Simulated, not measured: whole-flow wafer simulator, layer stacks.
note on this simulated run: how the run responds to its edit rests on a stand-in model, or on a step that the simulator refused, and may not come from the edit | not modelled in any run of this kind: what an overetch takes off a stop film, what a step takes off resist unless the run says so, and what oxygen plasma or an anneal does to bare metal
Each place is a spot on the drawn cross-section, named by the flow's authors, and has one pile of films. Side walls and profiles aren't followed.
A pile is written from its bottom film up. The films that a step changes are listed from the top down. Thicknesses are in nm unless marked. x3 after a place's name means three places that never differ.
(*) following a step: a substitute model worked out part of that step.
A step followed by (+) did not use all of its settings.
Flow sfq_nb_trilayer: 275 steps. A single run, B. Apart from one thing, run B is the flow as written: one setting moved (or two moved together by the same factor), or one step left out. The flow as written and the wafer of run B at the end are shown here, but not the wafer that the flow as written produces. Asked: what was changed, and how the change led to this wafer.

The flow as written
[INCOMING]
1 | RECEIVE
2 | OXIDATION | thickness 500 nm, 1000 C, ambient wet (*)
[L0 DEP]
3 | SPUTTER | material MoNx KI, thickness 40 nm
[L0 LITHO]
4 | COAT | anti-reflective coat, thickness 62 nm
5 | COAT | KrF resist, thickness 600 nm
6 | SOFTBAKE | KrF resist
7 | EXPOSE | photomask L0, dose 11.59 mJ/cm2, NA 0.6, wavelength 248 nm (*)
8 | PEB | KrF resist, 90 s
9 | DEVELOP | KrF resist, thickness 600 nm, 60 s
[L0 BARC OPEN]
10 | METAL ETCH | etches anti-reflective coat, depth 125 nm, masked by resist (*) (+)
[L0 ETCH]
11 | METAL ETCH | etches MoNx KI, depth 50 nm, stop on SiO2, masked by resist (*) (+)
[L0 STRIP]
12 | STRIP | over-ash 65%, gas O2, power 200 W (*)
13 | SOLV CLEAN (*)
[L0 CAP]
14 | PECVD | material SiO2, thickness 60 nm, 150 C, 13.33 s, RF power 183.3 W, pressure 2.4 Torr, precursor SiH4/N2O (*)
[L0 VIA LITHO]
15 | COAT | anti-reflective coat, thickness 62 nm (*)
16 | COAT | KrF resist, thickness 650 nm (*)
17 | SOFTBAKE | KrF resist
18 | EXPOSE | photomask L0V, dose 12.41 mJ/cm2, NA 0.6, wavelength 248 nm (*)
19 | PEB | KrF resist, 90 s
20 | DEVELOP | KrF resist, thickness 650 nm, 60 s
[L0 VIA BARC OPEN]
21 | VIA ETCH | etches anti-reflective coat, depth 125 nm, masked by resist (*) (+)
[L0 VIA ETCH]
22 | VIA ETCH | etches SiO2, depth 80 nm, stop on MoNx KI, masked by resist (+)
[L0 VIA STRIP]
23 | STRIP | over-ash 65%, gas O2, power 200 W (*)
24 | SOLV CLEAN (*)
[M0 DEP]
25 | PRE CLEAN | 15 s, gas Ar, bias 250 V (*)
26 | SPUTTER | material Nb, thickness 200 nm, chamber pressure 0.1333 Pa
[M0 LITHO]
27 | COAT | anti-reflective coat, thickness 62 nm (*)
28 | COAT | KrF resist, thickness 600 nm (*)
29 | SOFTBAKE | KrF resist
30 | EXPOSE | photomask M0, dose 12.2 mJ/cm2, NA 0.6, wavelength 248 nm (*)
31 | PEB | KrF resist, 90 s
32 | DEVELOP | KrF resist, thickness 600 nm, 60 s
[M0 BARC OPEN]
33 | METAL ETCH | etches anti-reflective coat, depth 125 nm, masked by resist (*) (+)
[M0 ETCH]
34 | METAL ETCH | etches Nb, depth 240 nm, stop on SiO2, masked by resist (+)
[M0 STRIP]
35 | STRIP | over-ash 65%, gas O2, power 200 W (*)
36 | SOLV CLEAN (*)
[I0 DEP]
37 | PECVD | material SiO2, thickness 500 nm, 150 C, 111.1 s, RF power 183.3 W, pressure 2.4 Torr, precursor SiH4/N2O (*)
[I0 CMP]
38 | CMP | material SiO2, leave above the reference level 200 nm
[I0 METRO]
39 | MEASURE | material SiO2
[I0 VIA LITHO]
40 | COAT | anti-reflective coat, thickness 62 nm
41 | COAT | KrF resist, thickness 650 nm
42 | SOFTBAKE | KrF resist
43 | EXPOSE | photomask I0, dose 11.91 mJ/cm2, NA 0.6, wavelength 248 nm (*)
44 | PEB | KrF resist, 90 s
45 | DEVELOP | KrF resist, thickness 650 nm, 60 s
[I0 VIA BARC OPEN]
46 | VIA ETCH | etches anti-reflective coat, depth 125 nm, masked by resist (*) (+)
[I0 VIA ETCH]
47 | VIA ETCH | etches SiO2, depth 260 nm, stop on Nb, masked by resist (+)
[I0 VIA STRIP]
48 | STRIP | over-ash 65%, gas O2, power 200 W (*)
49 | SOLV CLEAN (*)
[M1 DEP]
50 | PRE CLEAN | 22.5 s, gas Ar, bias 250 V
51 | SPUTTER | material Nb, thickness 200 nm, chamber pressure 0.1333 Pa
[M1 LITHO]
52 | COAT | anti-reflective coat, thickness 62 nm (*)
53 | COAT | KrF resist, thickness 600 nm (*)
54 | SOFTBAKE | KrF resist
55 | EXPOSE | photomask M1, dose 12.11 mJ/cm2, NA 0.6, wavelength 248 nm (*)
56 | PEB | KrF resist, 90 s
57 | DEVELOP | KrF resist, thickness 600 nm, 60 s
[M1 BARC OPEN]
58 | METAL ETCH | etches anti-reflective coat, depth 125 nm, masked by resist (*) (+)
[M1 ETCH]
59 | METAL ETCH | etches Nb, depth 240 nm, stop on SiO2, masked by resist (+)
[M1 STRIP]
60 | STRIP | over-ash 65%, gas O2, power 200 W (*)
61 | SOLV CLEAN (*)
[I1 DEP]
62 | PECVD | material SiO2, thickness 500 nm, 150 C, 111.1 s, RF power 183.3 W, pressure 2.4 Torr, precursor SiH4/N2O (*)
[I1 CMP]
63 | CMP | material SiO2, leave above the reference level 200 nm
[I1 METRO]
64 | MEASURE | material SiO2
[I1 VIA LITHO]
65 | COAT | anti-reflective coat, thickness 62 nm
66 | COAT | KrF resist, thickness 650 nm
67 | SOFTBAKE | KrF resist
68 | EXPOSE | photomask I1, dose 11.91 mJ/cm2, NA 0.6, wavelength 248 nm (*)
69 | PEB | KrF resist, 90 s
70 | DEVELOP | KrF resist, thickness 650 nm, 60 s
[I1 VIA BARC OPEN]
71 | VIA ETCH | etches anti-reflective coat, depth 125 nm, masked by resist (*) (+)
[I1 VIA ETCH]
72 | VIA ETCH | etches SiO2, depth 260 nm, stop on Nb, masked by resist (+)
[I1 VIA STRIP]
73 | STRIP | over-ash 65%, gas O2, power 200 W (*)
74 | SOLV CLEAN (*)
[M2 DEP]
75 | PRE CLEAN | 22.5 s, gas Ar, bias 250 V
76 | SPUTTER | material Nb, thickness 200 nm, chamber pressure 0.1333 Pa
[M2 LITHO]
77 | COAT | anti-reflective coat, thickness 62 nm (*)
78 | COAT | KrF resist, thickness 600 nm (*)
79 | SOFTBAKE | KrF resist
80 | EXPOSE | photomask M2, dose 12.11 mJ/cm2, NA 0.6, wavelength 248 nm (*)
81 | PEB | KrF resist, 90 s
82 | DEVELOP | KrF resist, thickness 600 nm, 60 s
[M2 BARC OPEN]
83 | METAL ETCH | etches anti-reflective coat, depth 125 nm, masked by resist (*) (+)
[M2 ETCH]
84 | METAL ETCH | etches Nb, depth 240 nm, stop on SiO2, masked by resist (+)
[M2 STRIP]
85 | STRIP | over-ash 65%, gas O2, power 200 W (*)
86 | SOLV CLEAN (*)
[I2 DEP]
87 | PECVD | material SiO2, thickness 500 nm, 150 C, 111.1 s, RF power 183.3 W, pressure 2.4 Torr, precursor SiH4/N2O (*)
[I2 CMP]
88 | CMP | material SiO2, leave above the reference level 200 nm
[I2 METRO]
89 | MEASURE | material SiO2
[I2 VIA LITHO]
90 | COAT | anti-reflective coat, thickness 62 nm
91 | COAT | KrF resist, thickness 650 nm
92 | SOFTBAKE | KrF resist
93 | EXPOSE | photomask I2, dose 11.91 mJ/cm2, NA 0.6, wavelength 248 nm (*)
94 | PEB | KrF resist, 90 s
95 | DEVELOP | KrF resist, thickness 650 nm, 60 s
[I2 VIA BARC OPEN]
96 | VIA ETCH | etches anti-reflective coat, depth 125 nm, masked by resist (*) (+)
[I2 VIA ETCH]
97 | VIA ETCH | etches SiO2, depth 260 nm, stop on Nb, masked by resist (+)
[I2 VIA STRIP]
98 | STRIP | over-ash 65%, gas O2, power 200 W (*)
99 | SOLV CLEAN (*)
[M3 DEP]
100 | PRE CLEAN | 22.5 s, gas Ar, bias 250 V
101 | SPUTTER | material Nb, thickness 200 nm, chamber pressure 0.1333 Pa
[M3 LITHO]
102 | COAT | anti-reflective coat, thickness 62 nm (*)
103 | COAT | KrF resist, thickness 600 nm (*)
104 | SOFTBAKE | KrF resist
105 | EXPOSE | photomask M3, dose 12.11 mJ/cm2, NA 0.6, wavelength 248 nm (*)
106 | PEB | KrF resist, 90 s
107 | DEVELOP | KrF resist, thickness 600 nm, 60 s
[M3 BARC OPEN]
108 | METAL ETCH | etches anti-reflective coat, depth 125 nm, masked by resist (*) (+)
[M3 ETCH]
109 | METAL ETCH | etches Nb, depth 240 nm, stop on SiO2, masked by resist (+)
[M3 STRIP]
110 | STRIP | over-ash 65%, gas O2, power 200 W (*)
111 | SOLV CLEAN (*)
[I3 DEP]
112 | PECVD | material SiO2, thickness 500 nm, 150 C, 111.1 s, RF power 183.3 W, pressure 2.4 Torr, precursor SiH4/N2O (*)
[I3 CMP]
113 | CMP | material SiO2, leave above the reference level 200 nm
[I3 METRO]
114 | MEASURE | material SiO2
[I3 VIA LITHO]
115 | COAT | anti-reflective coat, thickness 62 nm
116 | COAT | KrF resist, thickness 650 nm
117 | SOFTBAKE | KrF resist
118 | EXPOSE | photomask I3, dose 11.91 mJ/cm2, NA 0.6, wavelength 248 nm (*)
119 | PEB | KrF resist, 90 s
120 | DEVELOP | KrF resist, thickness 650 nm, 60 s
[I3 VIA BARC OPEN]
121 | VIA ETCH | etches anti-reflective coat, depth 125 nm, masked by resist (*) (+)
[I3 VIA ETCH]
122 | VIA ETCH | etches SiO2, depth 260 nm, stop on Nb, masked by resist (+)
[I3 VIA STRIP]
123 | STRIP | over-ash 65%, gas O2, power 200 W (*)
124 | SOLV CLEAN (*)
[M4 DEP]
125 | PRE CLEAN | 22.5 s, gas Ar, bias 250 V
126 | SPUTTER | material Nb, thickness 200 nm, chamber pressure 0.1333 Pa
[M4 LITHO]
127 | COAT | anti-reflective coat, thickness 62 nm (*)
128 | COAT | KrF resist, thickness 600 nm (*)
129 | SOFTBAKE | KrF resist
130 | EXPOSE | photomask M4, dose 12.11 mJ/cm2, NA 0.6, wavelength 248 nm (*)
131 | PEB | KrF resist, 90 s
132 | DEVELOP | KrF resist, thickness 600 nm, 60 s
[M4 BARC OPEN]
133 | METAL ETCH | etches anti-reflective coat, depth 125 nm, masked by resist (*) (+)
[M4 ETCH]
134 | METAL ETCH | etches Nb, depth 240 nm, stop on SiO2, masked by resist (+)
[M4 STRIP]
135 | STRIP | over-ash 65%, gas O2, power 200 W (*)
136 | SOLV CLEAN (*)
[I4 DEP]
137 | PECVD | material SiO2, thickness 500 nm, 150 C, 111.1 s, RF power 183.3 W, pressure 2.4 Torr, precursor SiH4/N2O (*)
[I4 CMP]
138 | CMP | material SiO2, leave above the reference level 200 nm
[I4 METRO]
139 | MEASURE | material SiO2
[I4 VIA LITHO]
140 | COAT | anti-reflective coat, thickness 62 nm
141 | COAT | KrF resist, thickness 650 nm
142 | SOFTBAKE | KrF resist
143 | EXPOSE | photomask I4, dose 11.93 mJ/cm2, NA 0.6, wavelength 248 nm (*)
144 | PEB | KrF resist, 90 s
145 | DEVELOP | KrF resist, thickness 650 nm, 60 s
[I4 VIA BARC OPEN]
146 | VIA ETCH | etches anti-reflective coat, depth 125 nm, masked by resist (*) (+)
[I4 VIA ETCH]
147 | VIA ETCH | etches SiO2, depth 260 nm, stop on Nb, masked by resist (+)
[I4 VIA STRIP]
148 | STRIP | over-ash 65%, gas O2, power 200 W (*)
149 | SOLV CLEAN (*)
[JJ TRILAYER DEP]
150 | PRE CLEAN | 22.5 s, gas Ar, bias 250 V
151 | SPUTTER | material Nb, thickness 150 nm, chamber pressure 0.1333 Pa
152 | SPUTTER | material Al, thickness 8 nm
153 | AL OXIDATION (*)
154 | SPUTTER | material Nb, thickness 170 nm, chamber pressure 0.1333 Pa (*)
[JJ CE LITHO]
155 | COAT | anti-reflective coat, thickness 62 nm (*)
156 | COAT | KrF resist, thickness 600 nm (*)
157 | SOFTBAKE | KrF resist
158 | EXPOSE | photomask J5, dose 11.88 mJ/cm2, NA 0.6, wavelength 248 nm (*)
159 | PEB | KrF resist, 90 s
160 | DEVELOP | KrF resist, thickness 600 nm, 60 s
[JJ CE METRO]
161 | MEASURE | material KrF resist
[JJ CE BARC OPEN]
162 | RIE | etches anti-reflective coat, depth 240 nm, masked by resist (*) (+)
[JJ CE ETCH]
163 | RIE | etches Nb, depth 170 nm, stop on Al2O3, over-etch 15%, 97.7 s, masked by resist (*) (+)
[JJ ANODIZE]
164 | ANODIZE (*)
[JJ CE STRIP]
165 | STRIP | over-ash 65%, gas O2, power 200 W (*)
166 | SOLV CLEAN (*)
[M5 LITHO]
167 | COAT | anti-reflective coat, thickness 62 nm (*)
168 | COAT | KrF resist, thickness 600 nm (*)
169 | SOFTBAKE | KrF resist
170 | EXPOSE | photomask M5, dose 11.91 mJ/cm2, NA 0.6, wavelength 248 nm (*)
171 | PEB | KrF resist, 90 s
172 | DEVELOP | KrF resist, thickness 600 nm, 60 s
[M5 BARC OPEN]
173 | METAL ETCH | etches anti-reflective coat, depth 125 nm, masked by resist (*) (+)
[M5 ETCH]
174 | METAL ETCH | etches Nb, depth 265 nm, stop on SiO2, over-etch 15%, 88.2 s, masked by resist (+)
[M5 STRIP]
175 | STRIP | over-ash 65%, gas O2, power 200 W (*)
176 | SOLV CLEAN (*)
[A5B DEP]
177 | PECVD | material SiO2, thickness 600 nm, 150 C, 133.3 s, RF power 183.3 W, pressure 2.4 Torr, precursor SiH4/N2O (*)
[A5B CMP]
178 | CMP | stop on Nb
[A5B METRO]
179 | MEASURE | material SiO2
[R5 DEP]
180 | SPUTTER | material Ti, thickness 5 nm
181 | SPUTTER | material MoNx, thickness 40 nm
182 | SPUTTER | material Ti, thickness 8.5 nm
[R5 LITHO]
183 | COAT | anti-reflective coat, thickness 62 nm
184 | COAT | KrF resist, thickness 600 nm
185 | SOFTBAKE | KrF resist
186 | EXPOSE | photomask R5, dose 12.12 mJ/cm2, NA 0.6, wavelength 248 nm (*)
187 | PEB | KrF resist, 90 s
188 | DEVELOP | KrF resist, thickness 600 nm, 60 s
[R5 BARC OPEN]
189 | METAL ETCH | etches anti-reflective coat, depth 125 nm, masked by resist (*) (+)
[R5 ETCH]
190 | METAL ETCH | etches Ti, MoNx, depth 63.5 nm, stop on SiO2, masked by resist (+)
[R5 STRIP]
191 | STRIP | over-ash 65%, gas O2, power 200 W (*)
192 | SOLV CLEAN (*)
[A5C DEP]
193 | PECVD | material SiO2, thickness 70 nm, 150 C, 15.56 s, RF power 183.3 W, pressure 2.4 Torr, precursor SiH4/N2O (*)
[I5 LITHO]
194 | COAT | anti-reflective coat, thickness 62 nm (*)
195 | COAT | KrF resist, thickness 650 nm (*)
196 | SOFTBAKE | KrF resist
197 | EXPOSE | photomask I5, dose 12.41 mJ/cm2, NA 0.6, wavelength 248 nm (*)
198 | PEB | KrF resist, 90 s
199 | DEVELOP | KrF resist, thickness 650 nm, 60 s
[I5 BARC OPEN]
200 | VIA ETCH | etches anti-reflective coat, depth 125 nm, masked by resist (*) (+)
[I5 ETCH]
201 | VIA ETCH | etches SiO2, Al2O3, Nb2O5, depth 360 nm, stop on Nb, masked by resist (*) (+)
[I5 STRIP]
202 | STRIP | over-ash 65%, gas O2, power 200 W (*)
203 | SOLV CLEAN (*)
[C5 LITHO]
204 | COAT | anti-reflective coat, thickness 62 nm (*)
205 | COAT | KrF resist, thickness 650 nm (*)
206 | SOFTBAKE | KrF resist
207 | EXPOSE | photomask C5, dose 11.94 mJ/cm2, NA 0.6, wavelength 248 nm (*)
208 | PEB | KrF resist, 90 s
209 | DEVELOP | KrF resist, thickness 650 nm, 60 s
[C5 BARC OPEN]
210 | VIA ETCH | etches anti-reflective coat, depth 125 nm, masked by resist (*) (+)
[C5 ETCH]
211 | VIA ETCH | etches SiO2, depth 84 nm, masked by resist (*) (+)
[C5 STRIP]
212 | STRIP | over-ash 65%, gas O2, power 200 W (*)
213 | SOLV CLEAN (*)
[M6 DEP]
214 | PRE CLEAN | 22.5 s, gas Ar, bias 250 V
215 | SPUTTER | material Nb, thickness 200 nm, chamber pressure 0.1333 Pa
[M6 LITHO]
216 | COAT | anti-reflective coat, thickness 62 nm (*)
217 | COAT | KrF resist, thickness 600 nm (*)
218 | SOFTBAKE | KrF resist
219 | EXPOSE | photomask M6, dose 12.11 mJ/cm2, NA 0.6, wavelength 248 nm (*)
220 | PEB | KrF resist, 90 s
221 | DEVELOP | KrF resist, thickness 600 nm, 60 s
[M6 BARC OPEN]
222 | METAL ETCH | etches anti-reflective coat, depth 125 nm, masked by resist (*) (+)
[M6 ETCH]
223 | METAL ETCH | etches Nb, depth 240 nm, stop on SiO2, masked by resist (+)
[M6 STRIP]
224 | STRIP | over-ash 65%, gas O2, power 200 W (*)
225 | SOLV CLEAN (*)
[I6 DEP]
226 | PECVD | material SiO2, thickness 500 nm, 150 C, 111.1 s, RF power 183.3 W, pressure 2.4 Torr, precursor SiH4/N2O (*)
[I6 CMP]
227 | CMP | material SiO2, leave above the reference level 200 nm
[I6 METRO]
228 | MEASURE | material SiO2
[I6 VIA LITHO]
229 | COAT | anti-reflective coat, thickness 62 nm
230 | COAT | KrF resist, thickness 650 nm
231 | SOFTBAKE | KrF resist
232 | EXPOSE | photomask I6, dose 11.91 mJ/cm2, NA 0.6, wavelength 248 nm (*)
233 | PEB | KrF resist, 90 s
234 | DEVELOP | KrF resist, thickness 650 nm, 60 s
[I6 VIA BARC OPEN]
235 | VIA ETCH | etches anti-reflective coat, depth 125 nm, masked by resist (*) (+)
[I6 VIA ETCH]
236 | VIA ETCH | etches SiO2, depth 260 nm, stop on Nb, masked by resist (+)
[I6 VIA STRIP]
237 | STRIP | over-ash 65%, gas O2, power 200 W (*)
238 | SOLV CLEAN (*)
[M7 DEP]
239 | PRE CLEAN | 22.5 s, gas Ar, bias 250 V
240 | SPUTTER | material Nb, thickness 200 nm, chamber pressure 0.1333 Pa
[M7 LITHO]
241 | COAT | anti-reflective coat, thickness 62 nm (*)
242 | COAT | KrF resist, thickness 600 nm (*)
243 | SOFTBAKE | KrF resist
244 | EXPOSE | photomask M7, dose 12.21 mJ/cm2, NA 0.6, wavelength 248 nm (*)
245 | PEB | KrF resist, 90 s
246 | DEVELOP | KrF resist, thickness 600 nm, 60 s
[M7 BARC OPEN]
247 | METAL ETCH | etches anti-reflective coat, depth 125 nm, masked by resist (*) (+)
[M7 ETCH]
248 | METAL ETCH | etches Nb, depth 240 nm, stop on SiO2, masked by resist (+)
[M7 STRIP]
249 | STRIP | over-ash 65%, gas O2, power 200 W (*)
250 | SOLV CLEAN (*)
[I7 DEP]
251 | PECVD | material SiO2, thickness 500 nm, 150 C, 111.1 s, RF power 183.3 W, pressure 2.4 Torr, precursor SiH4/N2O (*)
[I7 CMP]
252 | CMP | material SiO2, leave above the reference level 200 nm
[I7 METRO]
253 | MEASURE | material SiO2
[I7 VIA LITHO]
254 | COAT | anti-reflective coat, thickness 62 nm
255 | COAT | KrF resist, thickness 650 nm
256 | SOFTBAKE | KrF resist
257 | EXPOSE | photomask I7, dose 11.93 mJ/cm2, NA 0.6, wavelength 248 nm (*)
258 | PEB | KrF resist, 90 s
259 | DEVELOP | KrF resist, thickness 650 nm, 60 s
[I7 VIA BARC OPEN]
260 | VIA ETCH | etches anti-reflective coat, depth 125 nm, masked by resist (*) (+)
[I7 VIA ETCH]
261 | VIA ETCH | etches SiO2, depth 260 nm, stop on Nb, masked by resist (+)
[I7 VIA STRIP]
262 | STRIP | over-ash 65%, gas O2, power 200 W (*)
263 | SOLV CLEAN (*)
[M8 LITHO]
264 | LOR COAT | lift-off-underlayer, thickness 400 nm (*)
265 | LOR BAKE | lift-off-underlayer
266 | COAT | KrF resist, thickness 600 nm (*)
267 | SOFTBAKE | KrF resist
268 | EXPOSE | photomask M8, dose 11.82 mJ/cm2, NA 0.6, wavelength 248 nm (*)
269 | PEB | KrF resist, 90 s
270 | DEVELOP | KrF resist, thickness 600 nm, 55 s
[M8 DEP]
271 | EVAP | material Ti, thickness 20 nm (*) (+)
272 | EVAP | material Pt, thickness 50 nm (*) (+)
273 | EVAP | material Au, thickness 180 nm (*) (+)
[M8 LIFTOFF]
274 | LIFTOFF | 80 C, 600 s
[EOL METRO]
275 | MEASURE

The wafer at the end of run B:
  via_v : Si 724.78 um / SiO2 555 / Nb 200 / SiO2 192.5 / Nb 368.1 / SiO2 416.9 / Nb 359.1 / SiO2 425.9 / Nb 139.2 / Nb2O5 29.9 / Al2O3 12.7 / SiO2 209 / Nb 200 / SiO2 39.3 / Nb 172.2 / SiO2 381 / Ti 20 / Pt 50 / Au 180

Cause: step 236, VIA ETCH: depth 153 nm was run, though the flow has depth 260 nm.

Step by step, how the change led to this:
  236 | VIA ETCH | etches SiO2, depth 260 nm, stop on Nb, masked by resist (+)
      via_v: SiO2 loses 153 (as written it would have been: SiO2 loses 199.8 (all of it))
      field_l, v_sur, via_wl and 102 more: KrF resist loses 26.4 (as written it would have been: KrF resist loses 44.8)
  237 | STRIP | over-ash 65%, gas O2, power 200 W (*)
      field_l, v_sur, via_wl and 102 more: KrF resist loses 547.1 (all of it), anti-reflective coat loses 62 (all of it) (as written it would have been: KrF resist loses 528.6 (all of it), anti-reflective coat loses 62 (all of it))
  239 | PRE CLEAN | 22.5 s, gas Ar, bias 250 V
      via_v: SiO2 loses 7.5 (as written it would have been: Nb loses 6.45)
  240 | SPUTTER | material Nb, thickness 200 nm, chamber pressure 0.1333 Pa
      via_v: Nb gains 172.2 (new film) (as written it would have been: Nb gains 161.1)
  241 | COAT | anti-reflective coat, thickness 62 nm (*)
      via_v: anti-reflective coat gains 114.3 (new film) (as written it would have been: anti-reflective coat gains 126 (new film))
  242 | COAT | KrF resist, thickness 600 nm (*)
      via_v: KrF resist gains 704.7 (new film) (as written it would have been: KrF resist gains 742.5 (new film))
  249 | STRIP | over-ash 65%, gas O2, power 200 W (*)
      via_v: KrF resist loses 486.8 (all of it), anti-reflective coat loses 114.3 (all of it) (as written it would have been: KrF resist loses 524.5 (all of it), anti-reflective coat loses 126 (all of it))
  251 | PECVD | material SiO2, thickness 500 nm, 150 C, 111.1 s, RF power 183.3 W, pressure 2.4 Torr, precursor SiH4/N2O (*)
      via_v: SiO2 gains 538 (new film) (as written it would have been: SiO2 gains 621 (new film))
  252 | CMP | material SiO2, leave above the reference level 200 nm
      via_v: SiO2 loses 157.1 (as written it would have been: SiO2 loses 183.1)
Taking metal films that touch as one body, via_v has 7 bodies (between them, from the top down: SiO2 381; SiO2 39.3; SiO2 209 / Al2O3 12.7 / Nb2O5 29.9; SiO2 425.9; SiO2 416.9; SiO2 192.5); the flow as written gives 6 bodies (between them, from the top down: SiO2 437.8; SiO2 209 / Al2O3 12.7 / Nb2O5 29.9; SiO2 425.9; SiO2 416.9; SiO2 192.5).
